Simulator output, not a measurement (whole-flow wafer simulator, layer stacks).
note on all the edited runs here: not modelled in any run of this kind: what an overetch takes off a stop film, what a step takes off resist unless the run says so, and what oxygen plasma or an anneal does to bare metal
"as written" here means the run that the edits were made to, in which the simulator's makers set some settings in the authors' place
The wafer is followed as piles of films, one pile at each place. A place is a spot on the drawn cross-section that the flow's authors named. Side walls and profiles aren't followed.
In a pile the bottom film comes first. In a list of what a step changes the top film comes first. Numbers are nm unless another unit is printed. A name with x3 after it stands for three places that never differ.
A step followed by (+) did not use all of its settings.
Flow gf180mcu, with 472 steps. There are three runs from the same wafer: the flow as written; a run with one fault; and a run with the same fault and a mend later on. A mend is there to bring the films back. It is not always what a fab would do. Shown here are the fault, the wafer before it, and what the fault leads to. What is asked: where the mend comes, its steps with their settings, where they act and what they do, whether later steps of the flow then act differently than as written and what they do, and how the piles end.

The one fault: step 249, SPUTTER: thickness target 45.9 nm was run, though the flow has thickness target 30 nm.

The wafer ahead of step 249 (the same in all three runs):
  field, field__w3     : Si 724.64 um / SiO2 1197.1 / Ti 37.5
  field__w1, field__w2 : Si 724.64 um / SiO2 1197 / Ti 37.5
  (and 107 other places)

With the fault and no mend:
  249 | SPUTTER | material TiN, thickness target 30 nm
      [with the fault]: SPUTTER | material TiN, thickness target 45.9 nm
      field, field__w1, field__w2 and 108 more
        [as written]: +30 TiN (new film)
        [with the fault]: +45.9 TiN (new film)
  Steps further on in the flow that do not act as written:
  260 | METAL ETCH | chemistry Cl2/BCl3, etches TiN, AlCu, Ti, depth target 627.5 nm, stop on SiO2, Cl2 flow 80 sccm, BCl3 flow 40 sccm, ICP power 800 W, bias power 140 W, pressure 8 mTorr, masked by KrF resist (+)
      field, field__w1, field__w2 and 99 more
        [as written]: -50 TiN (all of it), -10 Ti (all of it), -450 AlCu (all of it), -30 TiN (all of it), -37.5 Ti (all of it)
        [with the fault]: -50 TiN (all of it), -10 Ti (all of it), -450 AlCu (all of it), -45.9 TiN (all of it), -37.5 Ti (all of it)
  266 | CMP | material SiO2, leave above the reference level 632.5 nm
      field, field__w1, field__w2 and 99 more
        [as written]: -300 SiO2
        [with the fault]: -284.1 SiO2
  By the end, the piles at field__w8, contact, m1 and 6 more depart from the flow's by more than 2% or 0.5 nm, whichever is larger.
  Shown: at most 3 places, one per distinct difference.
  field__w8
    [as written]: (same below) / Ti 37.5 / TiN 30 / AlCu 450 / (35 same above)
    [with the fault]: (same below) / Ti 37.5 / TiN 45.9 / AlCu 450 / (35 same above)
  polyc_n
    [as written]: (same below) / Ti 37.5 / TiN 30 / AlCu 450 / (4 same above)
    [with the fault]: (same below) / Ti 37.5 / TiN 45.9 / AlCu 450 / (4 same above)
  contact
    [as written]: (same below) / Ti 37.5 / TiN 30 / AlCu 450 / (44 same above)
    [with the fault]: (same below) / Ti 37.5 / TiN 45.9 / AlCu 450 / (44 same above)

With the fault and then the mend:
  After step 249 comes the mend.
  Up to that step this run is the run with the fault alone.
  249a | METAL ETCH | chemistry Cl2/BCl3, etches TiN, AlCu, Ti, depth target 15.9 nm, Cl2 flow 80 sccm, BCl3 flow 40 sccm, ICP power 800 W, bias power 140 W, pressure 8 mTorr
      field, field__w1, field__w2 and 108 more
        -15.9 TiN
  Every later step of the flow that is run acts as written at every place that is followed.
  The piles end the same as the flow's at every place that both follow.
